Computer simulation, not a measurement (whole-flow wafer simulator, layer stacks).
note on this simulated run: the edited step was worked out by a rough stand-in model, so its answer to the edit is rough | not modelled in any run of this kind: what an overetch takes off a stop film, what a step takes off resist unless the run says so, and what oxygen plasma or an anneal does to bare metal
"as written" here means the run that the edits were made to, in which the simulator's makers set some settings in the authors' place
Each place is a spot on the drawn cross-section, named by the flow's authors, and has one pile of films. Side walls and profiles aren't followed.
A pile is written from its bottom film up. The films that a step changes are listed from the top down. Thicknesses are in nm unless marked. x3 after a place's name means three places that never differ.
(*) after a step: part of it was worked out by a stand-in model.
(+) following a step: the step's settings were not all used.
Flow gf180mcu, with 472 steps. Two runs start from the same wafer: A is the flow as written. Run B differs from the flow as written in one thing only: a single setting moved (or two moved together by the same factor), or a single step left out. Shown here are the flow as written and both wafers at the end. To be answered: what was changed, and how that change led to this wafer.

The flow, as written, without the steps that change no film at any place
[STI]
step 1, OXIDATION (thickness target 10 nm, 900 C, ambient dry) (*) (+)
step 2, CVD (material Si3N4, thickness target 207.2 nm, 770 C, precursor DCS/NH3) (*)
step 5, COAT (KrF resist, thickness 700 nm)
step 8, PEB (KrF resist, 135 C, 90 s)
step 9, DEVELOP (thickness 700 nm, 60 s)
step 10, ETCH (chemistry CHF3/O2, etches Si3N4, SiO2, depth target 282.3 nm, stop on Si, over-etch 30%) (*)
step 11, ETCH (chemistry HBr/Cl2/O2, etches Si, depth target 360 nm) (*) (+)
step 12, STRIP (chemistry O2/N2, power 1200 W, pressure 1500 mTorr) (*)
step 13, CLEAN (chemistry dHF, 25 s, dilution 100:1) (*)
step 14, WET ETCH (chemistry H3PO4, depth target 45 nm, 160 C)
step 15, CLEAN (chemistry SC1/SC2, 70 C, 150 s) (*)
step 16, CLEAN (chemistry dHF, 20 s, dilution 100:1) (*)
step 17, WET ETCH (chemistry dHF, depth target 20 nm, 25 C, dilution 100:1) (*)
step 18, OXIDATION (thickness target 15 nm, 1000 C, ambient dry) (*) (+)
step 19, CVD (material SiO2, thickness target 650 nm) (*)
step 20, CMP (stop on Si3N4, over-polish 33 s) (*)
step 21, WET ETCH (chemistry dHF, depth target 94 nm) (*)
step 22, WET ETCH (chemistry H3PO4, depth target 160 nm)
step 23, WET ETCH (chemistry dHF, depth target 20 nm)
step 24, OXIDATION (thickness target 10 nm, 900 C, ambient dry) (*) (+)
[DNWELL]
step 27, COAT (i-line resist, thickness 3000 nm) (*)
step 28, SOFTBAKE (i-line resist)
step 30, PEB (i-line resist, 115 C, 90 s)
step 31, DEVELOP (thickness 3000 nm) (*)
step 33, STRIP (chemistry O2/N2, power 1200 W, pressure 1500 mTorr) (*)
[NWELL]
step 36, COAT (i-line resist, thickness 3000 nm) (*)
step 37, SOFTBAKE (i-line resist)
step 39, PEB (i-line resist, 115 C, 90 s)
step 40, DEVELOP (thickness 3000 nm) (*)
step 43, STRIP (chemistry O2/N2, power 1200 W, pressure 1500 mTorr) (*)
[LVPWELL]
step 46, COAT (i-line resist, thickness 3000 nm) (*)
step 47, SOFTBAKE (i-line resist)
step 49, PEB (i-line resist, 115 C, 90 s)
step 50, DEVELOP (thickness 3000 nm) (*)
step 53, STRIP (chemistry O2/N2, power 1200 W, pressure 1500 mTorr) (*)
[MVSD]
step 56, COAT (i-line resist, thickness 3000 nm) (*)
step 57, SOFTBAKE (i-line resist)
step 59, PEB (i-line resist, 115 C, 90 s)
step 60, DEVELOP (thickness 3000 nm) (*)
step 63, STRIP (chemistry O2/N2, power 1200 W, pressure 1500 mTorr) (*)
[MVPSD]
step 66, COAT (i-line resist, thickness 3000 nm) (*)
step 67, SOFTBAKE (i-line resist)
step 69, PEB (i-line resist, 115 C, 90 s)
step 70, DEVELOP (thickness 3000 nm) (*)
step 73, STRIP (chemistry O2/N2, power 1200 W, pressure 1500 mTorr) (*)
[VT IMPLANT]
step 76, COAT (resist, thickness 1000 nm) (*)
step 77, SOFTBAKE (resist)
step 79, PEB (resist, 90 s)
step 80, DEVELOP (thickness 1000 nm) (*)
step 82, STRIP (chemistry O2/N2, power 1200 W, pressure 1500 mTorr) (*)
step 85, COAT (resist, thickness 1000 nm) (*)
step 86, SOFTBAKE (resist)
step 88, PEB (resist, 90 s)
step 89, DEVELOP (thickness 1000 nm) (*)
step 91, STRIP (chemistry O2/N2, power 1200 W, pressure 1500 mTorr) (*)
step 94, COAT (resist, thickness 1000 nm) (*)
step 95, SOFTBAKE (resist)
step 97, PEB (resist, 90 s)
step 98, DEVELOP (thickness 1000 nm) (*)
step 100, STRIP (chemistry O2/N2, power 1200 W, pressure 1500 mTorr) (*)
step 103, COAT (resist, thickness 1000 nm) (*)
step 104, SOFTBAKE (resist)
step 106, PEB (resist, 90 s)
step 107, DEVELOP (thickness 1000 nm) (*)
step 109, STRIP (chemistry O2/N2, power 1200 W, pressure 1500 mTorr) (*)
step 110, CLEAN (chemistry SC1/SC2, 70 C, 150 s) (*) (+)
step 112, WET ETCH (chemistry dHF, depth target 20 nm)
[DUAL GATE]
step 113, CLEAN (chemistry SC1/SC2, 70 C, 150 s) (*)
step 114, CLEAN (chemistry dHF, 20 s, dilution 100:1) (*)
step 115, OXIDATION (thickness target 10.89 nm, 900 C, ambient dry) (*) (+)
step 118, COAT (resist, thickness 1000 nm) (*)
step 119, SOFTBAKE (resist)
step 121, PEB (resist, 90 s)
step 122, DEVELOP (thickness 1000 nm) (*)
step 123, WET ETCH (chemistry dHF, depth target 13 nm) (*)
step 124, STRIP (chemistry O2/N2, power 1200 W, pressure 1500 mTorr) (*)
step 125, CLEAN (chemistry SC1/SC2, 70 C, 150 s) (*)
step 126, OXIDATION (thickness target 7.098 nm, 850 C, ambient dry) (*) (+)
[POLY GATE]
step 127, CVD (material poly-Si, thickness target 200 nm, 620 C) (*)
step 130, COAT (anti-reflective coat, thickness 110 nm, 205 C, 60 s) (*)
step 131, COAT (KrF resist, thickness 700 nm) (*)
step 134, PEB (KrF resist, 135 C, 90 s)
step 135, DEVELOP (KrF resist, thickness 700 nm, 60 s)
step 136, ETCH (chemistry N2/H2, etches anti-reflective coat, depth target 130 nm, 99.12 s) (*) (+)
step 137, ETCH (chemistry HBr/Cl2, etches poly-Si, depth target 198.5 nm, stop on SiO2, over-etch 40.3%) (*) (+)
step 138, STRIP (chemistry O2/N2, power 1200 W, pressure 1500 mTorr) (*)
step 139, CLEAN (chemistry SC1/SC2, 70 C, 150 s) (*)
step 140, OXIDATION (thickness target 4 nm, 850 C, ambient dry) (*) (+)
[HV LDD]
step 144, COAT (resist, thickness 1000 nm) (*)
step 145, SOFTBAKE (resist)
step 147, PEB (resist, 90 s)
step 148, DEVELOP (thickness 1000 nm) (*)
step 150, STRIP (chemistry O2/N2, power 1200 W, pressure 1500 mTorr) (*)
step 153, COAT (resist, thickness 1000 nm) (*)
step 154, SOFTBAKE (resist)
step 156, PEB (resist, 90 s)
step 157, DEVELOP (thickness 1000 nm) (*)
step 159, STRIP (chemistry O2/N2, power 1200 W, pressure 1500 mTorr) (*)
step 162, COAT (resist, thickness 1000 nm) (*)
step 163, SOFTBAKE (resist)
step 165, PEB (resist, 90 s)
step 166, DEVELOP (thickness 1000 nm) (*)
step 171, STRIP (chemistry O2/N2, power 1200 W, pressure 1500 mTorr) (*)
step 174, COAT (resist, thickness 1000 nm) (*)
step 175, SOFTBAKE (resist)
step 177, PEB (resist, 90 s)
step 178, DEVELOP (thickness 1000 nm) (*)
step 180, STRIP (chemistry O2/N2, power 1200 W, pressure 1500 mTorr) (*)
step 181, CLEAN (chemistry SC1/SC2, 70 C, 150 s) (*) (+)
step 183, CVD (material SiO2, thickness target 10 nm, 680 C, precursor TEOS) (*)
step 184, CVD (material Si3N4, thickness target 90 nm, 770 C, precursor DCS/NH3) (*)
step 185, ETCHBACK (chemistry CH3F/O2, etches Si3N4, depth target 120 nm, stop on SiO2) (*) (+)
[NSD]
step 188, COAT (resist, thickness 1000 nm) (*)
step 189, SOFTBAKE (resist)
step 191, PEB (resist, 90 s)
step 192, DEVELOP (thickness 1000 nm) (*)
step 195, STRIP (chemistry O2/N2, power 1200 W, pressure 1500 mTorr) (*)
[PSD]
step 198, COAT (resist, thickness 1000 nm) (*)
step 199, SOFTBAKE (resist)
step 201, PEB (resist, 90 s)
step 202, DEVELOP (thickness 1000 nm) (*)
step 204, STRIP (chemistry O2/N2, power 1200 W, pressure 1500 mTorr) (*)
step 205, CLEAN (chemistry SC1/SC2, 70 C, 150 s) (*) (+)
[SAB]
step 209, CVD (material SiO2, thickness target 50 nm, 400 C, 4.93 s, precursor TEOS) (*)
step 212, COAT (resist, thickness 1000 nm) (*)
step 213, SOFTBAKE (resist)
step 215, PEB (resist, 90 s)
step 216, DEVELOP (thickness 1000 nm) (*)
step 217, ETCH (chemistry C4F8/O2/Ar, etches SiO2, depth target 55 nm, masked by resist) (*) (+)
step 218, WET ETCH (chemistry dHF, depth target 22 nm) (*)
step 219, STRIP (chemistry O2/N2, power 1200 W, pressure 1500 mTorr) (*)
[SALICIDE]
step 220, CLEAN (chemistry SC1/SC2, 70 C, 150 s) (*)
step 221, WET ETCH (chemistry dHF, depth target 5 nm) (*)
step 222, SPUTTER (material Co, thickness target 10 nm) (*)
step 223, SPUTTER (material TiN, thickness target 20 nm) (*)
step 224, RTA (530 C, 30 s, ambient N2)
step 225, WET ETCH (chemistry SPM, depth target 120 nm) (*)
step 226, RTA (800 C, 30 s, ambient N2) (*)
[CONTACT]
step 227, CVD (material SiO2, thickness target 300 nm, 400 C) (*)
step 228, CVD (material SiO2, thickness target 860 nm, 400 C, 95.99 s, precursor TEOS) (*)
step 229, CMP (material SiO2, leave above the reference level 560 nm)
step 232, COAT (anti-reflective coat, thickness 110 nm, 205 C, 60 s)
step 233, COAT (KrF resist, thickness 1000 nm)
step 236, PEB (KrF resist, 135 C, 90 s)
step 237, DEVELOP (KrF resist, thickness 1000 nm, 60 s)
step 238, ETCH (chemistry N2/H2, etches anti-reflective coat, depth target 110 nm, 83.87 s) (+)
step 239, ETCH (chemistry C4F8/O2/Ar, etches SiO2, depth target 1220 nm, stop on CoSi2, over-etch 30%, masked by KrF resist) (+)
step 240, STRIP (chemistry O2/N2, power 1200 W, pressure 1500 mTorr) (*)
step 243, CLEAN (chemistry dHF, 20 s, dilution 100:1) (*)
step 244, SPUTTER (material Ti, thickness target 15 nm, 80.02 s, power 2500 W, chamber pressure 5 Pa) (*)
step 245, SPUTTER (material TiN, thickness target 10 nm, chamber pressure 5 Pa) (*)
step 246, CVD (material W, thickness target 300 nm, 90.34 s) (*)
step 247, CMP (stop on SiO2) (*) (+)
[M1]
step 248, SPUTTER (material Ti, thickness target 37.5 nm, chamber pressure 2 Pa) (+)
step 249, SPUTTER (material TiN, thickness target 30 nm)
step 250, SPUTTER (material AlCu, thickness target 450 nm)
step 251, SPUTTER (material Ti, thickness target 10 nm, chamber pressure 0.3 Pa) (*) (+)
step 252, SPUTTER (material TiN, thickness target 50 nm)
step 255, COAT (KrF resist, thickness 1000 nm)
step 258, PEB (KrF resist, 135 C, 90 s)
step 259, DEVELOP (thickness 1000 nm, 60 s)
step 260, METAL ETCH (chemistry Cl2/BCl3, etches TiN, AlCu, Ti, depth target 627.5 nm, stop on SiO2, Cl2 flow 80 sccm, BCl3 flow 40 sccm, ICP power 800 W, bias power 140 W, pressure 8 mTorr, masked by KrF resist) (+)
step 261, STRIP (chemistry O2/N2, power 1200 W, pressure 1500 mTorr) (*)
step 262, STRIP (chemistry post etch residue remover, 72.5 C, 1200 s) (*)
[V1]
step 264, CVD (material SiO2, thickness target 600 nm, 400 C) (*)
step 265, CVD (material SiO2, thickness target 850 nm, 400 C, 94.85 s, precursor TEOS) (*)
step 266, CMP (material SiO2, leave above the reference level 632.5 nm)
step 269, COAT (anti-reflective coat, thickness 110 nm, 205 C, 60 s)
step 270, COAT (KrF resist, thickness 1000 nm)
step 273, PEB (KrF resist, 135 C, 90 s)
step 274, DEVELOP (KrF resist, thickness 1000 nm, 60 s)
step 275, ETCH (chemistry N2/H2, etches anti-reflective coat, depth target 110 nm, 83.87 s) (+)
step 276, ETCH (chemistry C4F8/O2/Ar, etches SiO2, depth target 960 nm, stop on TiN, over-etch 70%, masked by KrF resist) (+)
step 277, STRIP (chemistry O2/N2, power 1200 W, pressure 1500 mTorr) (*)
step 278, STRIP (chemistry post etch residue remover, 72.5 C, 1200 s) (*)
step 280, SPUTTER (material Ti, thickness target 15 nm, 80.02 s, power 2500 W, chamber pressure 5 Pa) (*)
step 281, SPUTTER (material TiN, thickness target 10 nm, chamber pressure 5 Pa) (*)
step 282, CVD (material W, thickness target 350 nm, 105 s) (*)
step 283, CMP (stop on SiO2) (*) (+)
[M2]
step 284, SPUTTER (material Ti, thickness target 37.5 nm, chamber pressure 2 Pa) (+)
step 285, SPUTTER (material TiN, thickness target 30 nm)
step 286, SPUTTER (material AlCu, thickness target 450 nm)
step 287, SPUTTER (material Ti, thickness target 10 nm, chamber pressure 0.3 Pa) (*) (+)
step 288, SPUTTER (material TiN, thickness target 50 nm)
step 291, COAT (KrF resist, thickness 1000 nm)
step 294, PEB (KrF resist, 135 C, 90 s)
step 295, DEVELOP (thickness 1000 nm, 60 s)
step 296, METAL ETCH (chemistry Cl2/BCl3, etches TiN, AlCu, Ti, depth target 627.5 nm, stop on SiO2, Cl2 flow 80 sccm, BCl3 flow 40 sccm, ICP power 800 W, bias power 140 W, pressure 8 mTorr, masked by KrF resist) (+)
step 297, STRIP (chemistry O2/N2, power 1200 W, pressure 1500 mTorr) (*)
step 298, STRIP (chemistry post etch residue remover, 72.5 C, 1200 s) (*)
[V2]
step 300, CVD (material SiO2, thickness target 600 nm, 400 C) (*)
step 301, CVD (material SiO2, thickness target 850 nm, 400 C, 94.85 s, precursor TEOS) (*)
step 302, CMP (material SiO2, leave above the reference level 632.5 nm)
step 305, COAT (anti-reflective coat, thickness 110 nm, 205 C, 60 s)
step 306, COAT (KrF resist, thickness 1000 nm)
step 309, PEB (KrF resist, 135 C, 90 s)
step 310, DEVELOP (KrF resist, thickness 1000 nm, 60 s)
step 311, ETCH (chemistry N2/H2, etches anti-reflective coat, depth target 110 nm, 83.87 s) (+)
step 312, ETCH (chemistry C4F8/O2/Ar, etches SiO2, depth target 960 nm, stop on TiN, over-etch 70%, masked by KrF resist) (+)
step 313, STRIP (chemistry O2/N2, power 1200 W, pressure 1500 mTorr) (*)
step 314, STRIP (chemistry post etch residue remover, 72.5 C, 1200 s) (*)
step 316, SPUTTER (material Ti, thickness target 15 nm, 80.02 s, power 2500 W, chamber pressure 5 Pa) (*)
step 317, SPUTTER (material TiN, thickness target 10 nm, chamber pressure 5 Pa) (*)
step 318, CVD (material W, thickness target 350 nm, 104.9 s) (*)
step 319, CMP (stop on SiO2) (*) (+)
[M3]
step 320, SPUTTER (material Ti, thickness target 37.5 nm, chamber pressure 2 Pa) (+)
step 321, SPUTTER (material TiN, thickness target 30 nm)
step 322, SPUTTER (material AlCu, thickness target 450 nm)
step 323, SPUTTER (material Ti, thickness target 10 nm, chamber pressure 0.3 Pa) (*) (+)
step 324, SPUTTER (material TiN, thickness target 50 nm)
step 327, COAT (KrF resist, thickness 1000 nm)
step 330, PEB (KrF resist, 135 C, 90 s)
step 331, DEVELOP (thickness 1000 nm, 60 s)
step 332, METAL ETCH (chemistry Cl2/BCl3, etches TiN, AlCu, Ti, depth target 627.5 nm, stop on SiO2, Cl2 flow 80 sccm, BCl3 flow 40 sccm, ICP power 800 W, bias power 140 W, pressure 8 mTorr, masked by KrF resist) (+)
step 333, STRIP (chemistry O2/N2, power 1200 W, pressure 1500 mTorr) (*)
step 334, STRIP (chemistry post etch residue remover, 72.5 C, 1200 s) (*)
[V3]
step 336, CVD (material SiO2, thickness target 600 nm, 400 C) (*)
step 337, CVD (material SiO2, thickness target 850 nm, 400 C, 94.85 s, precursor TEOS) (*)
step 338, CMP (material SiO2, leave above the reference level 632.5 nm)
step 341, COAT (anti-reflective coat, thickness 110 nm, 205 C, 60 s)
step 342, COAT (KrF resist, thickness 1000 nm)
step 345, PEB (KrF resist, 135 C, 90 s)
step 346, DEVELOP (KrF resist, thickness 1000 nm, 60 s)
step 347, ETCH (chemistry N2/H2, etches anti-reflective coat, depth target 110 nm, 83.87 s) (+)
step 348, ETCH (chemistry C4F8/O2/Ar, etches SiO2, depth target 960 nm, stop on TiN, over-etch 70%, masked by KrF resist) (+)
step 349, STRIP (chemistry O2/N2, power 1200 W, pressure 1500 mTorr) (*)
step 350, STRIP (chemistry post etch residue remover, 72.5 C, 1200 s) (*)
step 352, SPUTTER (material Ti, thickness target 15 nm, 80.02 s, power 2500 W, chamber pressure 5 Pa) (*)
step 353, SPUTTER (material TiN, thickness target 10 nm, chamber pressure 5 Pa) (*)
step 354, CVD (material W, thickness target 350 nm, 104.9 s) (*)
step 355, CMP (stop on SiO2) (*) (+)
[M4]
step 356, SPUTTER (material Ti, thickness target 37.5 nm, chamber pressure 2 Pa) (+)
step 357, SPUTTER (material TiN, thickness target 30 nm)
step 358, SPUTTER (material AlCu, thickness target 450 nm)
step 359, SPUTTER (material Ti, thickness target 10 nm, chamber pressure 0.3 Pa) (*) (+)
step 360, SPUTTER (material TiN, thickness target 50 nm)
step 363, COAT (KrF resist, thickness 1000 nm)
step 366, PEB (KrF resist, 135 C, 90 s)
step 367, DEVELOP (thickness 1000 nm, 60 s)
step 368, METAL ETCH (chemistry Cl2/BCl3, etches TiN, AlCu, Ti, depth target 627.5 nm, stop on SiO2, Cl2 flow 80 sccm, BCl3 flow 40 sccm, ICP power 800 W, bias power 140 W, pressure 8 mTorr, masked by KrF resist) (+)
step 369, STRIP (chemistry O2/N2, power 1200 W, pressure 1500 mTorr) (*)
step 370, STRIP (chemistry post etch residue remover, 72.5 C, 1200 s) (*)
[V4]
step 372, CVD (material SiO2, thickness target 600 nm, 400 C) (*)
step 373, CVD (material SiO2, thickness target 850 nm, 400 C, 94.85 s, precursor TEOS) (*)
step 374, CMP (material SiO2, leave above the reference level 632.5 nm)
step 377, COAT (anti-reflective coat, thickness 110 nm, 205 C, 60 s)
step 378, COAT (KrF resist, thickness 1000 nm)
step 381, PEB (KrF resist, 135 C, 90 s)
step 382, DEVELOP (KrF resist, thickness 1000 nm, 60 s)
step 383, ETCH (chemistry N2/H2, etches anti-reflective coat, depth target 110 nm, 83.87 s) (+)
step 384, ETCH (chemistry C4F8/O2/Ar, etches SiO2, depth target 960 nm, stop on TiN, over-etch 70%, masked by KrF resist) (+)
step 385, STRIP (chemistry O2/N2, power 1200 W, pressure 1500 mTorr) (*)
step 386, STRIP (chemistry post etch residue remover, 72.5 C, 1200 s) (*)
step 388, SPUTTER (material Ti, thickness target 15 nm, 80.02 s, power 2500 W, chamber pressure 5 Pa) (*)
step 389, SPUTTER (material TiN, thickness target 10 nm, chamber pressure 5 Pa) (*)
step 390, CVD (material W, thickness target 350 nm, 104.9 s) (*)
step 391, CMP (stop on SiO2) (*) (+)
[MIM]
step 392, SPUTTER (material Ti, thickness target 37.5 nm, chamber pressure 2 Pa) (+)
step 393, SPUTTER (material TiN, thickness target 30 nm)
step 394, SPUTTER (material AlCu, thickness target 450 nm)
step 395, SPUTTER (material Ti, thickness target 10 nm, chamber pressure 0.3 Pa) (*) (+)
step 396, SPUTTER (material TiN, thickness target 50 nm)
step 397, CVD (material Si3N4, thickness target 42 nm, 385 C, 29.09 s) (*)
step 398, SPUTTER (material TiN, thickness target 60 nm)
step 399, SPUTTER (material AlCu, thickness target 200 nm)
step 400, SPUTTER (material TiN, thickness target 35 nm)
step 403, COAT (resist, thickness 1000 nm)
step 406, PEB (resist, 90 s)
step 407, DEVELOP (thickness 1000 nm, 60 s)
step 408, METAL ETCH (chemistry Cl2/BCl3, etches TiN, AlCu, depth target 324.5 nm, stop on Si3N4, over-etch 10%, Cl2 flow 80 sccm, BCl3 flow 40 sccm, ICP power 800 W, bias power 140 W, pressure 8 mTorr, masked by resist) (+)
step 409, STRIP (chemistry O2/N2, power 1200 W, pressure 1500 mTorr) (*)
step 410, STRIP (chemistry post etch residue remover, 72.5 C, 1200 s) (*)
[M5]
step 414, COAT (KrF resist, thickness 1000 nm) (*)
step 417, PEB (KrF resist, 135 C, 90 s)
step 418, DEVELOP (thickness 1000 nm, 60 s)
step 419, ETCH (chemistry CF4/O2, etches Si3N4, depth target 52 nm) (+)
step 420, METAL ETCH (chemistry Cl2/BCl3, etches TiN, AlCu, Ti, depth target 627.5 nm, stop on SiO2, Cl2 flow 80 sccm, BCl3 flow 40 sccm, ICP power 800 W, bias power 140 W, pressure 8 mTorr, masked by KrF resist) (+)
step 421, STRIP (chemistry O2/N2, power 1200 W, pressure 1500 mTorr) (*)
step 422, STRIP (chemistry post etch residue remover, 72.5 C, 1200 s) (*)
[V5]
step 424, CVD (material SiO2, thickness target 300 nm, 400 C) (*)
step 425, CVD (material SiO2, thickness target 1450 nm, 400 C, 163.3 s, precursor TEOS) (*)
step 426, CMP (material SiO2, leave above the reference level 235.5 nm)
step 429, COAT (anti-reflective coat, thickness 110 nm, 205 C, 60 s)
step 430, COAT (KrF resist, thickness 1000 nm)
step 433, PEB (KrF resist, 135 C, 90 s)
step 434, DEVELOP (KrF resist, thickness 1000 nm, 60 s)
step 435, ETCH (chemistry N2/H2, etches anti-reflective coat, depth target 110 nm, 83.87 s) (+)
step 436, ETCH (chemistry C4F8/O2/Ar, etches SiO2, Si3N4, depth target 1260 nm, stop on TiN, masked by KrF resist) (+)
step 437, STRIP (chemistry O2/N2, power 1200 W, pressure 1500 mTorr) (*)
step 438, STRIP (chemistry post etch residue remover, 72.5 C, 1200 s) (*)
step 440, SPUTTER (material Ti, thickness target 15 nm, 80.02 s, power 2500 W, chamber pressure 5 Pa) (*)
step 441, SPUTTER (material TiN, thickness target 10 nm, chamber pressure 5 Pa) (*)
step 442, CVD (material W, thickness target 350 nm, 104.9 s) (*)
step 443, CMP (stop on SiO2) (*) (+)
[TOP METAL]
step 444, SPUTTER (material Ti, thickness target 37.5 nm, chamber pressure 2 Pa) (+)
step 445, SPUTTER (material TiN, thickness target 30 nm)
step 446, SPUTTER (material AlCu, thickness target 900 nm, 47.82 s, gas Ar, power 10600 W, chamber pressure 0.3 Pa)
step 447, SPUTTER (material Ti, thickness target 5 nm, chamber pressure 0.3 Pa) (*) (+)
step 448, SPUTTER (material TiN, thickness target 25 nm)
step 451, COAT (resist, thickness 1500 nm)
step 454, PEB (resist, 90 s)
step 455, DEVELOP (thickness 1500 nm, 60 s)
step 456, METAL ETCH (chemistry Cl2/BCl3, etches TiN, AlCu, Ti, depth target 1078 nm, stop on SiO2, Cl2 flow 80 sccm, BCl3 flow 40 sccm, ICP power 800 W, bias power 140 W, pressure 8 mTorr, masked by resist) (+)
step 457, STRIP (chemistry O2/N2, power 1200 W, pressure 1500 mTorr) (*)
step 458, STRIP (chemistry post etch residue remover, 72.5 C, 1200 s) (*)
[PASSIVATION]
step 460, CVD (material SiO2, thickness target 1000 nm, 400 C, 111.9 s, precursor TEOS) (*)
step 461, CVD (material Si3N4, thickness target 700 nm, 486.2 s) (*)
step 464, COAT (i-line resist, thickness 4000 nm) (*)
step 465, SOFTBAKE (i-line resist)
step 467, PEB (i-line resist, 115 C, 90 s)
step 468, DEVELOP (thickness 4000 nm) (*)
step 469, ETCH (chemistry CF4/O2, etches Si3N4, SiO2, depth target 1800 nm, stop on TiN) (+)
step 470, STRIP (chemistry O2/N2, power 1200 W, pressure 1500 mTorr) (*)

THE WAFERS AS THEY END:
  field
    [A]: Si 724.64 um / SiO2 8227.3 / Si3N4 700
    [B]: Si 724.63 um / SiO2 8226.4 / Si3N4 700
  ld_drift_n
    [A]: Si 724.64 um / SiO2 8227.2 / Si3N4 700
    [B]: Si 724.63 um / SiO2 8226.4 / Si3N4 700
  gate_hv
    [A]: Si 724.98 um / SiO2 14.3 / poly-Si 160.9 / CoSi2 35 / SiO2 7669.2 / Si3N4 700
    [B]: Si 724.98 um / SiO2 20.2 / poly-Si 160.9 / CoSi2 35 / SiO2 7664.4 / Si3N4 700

Cause: step 115, OXIDATION: thickness target 17.42 nm was run, whereas the flow has thickness target 10.89 nm.

The path from the change to this, step by step:
  step 115, OXIDATION (thickness target 10.89 nm, 900 C, ambient dry) (*) (+)
      active, n_well, p_well and 40 more: A +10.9 SiO2 (new film), -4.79 Si | B +17.4 SiO2 (new film), -7.66 Si
      sti, mim_1p0, pad and 19 more: A +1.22 SiO2, -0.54 Si | B +2.56 SiO2, -1.13 Si
      (also at 27 further places)
  step 123, WET ETCH (chemistry dHF, depth target 13 nm) (*)
      active, n_well, p_well and 12 more: A -10.9 SiO2 (all of it) | B -13 SiO2
  step 124, STRIP (chemistry O2/N2, power 1200 W, pressure 1500 mTorr) (*)
      active, n_well, p_well and 12 more: A +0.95 chemical SiO2 (new film), -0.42 Si | B nothing
  step 126, OXIDATION (thickness target 7.098 nm, 850 C, ambient dry) (*) (+)
      active, n_well, p_well and 12 more: A +7.1 SiO2 (new film), -0.76 chemical SiO2 (all of it), -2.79 Si | B +4.65 SiO2, -2.05 Si
      gate_hv, active_hv, active_nat and 25 more: A +3.72 SiO2, -1.64 Si | B +3.15 SiO2, -1.39 Si
  step 189, SOFTBAKE (resist)
      field__w9: A +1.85 resist | B -1.05 resist
      active_nat: A +1.71 resist | B +2.72 resist
  step 199, SOFTBAKE (resist)
      field__w9: A +1.85 resist | B -1.05 resist
      active_nat: A +1.71 resist | B +2.72 resist
  step 218, WET ETCH (chemistry dHF, depth target 22 nm) (*)
      active, p_well, sd_n, iso_ptap_pw, iso_ntap_nw, iso_ptap_sub, vpnp_e: A -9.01 SiO2 (all of it) | B -10.6 SiO2 (all of it)
      ldn_tap, ldn_src, ldn_drn, ldp_tap, ldp_src, ldp_drn, ldp_gr: A -16 SiO2 (all of it) | B -21.8 SiO2 (all of it)
      (also at 9 further places)
